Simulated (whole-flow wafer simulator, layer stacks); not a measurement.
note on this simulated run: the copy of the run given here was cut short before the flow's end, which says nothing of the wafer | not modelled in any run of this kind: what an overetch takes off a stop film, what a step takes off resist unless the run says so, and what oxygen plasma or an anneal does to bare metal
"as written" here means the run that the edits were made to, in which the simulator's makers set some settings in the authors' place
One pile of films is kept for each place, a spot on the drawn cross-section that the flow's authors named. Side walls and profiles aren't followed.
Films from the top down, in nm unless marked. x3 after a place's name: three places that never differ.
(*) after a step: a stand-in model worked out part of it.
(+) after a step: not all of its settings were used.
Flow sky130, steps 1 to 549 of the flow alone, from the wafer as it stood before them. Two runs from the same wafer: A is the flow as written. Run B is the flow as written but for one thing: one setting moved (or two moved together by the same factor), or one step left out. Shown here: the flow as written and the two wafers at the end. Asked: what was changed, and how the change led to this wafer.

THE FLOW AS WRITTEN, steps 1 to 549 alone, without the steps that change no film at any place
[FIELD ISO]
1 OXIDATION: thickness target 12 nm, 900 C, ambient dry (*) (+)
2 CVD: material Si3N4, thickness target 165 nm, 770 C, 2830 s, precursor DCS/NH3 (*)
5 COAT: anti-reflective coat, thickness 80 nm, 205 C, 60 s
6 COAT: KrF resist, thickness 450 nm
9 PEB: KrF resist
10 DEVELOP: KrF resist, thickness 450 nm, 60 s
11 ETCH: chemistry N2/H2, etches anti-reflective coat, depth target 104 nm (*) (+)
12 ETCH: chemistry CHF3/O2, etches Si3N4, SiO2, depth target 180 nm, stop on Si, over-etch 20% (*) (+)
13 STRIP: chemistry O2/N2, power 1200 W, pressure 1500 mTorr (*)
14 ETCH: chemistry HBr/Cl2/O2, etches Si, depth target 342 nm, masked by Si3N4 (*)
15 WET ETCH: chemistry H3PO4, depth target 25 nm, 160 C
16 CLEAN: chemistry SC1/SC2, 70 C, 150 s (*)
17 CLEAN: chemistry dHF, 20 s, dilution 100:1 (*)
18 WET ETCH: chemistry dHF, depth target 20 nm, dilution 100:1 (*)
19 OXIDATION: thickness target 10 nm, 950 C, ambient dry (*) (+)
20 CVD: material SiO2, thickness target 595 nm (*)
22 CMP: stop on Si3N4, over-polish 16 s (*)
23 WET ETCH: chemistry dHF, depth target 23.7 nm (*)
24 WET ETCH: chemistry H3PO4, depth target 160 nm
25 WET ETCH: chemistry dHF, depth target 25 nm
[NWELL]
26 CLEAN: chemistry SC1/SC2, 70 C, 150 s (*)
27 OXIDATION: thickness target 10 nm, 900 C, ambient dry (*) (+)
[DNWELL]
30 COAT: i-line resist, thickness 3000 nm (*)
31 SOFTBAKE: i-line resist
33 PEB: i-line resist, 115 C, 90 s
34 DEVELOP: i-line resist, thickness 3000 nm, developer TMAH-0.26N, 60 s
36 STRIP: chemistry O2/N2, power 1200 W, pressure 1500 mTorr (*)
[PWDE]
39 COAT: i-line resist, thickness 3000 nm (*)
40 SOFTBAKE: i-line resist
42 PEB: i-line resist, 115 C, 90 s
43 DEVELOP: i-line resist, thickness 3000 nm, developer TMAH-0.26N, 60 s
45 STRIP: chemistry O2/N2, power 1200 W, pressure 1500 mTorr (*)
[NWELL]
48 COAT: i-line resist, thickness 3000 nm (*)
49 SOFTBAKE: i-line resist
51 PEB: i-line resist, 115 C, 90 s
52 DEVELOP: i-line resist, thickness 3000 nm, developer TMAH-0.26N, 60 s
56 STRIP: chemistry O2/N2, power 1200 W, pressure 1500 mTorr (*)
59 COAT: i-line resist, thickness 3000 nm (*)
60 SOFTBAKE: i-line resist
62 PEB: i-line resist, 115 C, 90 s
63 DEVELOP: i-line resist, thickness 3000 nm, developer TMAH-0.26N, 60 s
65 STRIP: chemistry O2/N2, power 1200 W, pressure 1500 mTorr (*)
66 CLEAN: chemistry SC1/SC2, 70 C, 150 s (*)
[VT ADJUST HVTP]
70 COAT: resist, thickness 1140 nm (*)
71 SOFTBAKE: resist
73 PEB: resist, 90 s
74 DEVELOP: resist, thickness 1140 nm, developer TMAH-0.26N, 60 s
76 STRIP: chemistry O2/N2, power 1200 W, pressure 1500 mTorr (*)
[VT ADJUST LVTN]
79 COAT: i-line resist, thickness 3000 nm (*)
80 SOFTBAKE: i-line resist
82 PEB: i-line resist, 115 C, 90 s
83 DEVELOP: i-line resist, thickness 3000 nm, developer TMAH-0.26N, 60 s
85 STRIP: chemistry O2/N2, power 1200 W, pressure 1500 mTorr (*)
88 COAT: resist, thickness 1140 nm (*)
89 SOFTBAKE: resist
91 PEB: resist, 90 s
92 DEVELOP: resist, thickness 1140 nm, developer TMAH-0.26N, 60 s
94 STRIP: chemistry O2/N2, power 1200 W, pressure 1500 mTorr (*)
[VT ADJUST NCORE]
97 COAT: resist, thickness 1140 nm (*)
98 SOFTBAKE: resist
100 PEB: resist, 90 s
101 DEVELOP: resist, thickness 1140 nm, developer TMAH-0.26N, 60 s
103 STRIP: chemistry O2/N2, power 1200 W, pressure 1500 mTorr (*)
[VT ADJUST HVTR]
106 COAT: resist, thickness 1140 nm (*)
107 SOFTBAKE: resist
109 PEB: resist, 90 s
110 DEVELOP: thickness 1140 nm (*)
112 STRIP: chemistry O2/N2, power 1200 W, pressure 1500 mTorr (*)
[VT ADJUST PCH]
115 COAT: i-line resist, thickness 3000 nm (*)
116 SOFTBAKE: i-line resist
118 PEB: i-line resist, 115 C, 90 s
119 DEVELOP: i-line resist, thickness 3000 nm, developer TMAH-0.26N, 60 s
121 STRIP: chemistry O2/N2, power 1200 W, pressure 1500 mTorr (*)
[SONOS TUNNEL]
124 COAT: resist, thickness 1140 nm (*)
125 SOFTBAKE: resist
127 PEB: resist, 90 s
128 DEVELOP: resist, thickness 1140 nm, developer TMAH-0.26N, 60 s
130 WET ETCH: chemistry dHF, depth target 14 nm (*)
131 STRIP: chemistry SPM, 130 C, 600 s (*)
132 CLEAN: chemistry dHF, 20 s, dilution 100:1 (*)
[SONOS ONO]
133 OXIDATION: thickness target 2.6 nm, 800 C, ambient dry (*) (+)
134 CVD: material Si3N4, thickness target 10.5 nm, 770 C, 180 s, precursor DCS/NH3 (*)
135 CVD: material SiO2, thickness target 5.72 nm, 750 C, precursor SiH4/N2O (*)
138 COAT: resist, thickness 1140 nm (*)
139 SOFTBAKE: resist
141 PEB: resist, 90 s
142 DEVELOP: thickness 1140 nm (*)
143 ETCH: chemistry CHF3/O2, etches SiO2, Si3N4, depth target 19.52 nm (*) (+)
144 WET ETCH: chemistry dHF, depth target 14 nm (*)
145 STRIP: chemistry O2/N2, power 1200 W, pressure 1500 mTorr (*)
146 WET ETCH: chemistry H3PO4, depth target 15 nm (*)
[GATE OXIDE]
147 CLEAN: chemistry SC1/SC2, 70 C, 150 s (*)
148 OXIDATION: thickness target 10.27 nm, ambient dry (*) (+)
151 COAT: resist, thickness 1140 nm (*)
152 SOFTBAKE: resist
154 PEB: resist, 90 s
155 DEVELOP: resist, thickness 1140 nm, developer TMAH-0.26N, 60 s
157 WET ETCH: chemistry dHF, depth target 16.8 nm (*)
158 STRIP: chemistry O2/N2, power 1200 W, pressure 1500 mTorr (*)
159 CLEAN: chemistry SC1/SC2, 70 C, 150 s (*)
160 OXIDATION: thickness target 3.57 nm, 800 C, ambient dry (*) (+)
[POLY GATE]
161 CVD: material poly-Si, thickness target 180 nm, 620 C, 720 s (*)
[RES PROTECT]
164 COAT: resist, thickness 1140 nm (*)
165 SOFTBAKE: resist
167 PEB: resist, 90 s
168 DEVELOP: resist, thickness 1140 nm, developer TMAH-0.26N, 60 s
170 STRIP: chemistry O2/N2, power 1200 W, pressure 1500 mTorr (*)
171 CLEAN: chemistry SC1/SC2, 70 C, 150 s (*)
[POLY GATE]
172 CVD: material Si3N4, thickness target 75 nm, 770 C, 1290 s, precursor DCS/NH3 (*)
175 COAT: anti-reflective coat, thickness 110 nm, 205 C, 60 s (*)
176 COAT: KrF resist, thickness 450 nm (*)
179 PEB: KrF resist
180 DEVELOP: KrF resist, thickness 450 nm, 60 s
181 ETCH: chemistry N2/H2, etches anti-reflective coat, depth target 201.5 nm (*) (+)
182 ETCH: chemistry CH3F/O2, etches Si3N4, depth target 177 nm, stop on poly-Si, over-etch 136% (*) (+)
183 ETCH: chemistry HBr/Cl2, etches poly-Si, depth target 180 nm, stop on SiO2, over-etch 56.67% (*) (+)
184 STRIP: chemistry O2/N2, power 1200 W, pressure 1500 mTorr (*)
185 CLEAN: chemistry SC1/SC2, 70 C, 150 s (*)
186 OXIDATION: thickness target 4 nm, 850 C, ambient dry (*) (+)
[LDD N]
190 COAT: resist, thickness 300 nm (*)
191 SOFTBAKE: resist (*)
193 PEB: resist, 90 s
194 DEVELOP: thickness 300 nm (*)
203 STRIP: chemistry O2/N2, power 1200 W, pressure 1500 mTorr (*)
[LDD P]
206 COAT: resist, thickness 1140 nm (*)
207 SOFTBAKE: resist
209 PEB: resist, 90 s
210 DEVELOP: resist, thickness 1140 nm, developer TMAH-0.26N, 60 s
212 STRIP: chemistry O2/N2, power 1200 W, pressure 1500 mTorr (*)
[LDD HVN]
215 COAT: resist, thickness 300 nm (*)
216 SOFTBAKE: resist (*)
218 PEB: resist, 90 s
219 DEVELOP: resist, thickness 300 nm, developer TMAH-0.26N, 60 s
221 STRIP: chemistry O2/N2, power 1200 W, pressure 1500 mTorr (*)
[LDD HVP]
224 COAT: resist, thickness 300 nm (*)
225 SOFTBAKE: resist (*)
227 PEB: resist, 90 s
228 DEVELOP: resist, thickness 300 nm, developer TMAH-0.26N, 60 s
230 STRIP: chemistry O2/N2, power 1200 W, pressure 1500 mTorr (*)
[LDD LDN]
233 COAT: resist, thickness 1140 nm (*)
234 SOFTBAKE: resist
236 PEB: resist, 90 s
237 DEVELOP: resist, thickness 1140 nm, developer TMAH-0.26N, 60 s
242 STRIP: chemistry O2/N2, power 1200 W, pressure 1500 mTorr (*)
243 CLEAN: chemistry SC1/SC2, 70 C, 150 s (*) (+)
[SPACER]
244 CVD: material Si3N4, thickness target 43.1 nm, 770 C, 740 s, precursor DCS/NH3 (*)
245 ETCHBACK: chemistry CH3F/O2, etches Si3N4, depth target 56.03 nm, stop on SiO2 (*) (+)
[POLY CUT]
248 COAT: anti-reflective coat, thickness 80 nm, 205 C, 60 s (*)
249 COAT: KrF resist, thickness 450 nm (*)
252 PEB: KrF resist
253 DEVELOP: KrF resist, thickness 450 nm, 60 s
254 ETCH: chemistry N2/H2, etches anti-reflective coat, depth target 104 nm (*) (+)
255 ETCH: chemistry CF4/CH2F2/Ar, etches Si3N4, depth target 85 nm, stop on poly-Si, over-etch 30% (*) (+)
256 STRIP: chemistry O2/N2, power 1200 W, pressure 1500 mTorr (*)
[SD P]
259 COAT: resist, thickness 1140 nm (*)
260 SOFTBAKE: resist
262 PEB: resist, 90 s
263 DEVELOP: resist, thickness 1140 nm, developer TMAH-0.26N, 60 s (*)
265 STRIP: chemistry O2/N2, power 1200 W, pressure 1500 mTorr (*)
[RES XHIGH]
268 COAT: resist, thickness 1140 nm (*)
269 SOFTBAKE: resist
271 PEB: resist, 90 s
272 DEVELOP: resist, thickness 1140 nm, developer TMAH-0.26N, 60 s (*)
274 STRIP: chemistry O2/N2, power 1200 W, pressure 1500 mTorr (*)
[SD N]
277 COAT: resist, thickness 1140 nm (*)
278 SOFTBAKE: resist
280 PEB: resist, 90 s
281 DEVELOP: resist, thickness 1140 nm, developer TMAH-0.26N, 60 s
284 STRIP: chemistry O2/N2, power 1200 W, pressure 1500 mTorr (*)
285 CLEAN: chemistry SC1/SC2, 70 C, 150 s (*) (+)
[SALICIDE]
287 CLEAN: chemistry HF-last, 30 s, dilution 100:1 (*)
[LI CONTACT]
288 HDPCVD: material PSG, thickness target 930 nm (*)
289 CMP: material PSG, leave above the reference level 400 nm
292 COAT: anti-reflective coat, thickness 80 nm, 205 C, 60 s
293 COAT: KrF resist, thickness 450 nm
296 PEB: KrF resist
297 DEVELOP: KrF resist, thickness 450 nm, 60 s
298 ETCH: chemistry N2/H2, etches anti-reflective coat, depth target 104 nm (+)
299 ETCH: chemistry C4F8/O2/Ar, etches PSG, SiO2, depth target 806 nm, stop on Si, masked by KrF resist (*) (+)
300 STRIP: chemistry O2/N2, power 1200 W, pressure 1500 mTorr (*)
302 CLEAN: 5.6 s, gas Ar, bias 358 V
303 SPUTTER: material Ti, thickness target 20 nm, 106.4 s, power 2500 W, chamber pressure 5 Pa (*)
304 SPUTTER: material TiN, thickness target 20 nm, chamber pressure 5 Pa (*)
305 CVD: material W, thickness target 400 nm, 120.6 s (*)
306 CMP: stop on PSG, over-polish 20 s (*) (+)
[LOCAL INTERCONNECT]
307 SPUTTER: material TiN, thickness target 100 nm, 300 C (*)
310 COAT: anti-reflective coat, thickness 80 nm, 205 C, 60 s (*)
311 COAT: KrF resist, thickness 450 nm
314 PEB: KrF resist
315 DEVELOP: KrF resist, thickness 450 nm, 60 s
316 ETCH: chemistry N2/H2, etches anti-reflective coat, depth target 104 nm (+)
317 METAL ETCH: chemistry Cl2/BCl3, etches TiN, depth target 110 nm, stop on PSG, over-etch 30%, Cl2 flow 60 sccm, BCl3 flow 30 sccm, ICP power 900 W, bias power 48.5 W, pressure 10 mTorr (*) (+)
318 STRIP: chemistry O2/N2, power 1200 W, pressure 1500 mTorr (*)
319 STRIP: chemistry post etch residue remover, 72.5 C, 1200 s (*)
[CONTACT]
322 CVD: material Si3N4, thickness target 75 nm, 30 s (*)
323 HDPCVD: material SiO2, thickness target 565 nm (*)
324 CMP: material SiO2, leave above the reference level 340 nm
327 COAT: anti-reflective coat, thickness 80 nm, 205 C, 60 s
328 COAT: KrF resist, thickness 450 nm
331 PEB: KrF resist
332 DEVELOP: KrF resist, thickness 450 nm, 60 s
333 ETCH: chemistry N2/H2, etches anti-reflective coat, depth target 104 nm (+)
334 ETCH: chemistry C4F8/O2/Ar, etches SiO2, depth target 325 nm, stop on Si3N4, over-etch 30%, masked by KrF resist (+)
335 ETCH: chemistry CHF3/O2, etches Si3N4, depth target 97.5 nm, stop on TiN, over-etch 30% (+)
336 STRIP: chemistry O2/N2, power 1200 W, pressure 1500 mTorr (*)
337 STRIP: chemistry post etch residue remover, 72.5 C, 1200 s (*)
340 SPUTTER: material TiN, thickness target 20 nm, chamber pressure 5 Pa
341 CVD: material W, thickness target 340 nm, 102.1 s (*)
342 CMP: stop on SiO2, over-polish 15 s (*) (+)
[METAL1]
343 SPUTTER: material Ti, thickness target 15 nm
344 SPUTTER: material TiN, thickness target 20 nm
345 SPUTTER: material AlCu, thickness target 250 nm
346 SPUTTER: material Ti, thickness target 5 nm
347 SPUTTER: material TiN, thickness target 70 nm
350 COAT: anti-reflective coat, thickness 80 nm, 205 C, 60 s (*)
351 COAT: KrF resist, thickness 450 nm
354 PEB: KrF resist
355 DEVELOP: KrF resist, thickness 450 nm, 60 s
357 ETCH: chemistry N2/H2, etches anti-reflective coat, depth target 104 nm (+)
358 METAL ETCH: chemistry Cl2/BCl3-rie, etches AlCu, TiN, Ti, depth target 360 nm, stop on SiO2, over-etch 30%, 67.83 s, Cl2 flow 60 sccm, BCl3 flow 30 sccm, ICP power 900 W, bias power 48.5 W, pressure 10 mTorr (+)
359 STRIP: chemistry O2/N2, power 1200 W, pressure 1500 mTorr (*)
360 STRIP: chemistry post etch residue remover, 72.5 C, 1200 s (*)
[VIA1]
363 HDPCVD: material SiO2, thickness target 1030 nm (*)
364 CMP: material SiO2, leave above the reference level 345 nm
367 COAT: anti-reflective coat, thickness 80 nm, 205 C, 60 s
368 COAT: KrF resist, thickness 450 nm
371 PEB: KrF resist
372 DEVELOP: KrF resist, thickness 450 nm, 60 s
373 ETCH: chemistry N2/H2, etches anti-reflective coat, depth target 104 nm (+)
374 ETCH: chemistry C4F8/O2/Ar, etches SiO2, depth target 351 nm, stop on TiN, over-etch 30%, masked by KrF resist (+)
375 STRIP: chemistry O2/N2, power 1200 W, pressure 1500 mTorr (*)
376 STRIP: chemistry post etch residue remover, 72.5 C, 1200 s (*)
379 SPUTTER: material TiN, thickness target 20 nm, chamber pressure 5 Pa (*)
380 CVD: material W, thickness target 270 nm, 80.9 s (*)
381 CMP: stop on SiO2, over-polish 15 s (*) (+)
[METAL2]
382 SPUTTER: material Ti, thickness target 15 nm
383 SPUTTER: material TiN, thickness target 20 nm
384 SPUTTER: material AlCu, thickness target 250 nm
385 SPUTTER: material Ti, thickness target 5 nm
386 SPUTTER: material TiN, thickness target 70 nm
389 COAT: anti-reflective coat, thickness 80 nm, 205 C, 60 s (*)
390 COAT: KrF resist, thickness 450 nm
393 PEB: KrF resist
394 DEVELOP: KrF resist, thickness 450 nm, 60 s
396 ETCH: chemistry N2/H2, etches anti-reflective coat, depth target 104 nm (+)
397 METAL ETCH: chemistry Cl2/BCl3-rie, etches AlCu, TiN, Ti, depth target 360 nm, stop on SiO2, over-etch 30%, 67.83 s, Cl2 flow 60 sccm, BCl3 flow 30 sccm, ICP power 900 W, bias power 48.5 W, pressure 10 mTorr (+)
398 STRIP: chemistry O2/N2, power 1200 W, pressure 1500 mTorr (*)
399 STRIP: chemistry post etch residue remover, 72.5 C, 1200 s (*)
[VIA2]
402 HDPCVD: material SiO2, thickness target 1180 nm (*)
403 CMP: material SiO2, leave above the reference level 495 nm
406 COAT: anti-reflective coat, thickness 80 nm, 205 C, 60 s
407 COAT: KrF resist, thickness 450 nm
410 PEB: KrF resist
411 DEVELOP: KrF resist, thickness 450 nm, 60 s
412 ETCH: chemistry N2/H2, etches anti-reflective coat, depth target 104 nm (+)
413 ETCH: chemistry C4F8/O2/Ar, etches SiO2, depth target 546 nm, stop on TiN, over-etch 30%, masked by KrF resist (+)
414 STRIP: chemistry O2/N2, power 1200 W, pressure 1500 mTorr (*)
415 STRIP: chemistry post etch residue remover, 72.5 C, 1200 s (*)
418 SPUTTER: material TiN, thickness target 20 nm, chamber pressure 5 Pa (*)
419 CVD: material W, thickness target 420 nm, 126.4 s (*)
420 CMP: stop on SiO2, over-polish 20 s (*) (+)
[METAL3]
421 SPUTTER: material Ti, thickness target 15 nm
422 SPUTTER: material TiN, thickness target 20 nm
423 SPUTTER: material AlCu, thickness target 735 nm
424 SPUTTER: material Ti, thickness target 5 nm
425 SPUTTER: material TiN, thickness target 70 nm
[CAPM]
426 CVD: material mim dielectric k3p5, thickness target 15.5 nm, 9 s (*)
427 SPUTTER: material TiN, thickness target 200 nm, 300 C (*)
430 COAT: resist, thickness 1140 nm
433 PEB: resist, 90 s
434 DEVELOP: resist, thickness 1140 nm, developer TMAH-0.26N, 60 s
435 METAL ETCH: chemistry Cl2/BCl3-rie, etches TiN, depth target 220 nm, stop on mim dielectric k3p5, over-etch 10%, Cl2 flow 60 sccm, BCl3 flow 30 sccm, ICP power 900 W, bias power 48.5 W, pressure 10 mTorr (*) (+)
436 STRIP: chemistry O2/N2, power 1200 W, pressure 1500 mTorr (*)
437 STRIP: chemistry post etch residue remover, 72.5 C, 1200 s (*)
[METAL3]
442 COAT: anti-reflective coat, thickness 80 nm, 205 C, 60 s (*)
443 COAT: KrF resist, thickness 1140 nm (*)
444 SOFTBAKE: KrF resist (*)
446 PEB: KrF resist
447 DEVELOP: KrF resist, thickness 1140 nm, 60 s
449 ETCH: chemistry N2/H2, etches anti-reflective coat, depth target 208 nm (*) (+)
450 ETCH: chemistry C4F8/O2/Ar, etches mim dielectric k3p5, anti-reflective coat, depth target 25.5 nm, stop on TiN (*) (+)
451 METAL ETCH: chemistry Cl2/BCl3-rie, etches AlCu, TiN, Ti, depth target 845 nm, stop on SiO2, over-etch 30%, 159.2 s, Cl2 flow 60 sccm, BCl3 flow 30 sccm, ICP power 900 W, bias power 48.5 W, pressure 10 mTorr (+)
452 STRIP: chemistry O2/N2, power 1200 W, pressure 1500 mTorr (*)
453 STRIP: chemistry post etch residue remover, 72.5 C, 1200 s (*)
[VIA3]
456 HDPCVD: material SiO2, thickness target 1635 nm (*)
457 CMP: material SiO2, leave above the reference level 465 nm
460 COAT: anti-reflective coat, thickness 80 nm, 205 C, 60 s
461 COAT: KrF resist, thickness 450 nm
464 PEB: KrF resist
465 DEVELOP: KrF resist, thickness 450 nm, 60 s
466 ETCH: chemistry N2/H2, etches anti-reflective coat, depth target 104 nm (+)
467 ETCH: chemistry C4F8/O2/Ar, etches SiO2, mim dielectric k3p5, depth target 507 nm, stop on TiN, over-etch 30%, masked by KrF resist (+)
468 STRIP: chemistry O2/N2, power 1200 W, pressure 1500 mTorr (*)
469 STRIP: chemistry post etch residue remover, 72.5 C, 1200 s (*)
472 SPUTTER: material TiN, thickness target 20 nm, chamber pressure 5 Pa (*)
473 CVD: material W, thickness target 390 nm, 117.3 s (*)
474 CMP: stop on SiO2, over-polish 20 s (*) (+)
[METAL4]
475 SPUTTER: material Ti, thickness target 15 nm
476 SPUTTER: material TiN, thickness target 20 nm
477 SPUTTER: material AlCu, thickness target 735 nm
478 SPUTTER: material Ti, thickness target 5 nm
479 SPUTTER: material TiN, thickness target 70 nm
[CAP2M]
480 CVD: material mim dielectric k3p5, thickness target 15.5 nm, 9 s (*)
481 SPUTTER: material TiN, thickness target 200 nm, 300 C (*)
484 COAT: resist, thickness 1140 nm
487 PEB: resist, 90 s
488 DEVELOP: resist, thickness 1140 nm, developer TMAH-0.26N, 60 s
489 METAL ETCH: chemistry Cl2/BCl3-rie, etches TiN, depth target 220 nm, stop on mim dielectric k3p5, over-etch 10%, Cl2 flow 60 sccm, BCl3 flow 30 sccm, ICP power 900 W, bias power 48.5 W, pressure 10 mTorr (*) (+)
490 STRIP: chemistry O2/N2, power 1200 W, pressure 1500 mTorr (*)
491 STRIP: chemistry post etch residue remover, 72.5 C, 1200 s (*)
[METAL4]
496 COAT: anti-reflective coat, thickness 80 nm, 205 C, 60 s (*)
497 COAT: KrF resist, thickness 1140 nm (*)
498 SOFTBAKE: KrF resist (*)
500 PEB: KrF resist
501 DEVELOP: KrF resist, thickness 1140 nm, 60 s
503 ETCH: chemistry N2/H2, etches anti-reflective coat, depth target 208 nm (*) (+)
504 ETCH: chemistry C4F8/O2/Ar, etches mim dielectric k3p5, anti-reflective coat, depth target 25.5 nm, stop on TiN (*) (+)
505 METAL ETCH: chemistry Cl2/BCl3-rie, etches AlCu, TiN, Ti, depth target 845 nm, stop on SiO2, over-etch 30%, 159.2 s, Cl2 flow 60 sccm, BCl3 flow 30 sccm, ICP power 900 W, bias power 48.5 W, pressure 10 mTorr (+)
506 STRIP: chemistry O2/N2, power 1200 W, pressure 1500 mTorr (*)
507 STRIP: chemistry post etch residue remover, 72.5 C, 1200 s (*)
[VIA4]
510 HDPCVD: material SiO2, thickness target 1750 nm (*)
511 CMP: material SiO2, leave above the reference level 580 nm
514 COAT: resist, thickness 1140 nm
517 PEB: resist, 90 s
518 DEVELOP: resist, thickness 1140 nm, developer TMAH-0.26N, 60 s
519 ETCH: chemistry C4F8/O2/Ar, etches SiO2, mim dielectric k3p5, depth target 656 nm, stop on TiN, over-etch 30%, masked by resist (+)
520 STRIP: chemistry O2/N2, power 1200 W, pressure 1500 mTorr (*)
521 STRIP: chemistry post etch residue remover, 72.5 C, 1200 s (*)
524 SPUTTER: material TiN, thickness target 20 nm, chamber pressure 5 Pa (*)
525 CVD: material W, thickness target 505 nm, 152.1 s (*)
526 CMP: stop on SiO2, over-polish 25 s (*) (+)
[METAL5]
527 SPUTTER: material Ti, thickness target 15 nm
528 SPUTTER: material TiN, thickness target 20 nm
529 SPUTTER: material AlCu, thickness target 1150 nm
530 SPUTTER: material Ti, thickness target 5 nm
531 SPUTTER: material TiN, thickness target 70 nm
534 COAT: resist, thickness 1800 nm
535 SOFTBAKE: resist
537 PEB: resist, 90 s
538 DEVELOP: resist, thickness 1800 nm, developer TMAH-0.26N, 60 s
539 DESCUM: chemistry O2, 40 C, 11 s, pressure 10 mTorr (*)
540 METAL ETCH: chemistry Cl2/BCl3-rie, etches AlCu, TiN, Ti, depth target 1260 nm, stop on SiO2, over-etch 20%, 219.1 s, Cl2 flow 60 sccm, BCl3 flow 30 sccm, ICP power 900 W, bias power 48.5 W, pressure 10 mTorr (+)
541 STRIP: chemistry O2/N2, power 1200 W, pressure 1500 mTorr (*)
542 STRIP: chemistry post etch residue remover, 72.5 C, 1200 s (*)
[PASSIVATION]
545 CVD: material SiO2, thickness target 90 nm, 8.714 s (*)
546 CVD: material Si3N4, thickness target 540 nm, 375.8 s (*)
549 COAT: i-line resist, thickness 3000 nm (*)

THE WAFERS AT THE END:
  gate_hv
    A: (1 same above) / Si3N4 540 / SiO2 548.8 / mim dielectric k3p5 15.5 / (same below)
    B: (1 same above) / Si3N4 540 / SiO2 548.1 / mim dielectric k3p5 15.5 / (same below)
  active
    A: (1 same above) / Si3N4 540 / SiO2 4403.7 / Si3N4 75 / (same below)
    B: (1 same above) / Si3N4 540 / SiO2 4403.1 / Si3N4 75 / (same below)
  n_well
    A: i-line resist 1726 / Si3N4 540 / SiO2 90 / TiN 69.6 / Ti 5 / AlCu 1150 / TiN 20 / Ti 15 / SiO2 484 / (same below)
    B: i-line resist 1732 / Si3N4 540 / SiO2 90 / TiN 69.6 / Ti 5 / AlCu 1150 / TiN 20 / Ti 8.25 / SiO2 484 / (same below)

The cause: step 527, SPUTTER: thickness target 8.25 nm was run, where the flow has thickness target 15 nm.
It can be read off the wafer: n_well has Ti 8.25, and step 527 as written asks for 15 nm.

How the change led to this, step by step:
  527 SPUTTER: material Ti, thickness target 15 nm
      field, active, n_well and 190 more: A Ti +15 (new film) | B Ti +8.25 (new film)
  540 METAL ETCH: chemistry Cl2/BCl3-rie, etches AlCu, TiN, Ti, depth target 1260 nm, stop on SiO2, over-etch 20%, 219.1 s, Cl2 flow 60 sccm, BCl3 flow 30 sccm, ICP power 900 W, bias power 48.5 W, pressure 10 mTorr (+)
      field, active, gate and 175 more: A TiN -70 (all of it), Ti -5 (all of it), AlCu -1150 (all of it), TiN -20 (all of it), Ti -15 (all of it), SiO2 -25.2 | B TiN -70 (all of it), Ti -5 (all of it), AlCu -1150 (all of it), TiN -20 (all of it), Ti -8.25 (all of it), SiO2 -25.9
